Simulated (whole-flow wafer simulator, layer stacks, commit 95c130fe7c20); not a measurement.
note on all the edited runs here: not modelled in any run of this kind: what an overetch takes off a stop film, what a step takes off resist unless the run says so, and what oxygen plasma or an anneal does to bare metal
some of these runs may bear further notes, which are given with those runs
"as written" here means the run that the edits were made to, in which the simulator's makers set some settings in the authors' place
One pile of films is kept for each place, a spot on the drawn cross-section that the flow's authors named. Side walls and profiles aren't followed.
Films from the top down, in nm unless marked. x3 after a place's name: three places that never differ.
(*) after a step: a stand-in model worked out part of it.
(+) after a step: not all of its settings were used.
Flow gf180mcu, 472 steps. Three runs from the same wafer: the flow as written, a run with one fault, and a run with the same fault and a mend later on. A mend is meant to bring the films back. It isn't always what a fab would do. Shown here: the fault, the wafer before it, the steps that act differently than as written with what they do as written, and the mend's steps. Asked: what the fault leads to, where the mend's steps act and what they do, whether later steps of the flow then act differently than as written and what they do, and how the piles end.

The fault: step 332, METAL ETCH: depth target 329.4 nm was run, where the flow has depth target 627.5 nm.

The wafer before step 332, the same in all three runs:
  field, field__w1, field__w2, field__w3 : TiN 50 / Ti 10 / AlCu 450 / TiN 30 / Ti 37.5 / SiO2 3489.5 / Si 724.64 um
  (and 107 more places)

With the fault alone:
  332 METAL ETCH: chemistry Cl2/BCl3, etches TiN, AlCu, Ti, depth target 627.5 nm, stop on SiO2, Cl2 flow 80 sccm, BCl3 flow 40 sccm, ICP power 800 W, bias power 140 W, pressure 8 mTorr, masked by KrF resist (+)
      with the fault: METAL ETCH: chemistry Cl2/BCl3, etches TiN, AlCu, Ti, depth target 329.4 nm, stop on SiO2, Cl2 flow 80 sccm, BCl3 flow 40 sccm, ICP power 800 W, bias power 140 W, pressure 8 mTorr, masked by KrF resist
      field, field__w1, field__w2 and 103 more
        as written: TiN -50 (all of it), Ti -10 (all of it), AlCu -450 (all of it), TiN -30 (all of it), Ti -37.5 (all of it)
        with the fault: TiN -50 (all of it), Ti -10 (all of it), AlCu -269.4
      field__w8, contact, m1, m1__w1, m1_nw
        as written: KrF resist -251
        with the fault: KrF resist -131.8
  Later steps of the flow that act differently than as written:
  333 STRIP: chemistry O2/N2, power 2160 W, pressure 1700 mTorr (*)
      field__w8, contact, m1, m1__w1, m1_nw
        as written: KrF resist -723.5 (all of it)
        with the fault: KrF resist -842.8 (all of it)
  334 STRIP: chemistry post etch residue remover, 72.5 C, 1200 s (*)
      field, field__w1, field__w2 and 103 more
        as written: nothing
        with the fault: AlCu -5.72
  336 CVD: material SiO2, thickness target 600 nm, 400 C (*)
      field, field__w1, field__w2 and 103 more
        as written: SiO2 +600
        with the fault: SiO2 +600 (new film)
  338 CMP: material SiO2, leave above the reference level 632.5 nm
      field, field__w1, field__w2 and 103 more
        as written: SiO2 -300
        with the fault: SiO2 -542.4
  At the end the piles differ from the flow's by more than 2% or 0.5 nm, whichever is larger, at field, field__w1, field__w2 and 104 more.
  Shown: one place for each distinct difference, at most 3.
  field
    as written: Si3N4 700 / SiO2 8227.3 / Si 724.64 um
    with the fault: Si3N4 700 / SiO2 4495.4 / AlCu 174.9 / TiN 30 / Ti 37.5 / SiO2 3489.5 / Si 724.64 um
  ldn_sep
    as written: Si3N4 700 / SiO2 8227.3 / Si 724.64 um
    with the fault: Si3N4 700 / SiO2 4495.4 / AlCu 174.9 / TiN 30 / Ti 37.5 / SiO2 3489.4 / Si 724.64 um
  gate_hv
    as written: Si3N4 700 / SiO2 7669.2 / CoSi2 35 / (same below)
    with the fault: Si3N4 700 / SiO2 4495.4 / AlCu 174.9 / TiN 30 / Ti 37.5 / SiO2 2931.3 / CoSi2 35 / (same below)

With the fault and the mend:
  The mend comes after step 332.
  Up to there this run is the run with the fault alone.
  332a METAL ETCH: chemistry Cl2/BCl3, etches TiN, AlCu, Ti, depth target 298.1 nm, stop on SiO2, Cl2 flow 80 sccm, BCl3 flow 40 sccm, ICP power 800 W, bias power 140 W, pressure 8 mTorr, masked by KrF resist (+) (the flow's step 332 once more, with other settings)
      field, field__w1, field__w2 and 103 more
        AlCu -180.6 (all of it), TiN -30 (all of it), Ti -37.5 (all of it)
      field__w8, contact, m1, m1__w1, m1_nw
        KrF resist -119.2
  No later step of the flow acts differently than as written at any place that is followed.
  At the end the piles are the same as the flow's at every place that both follow.
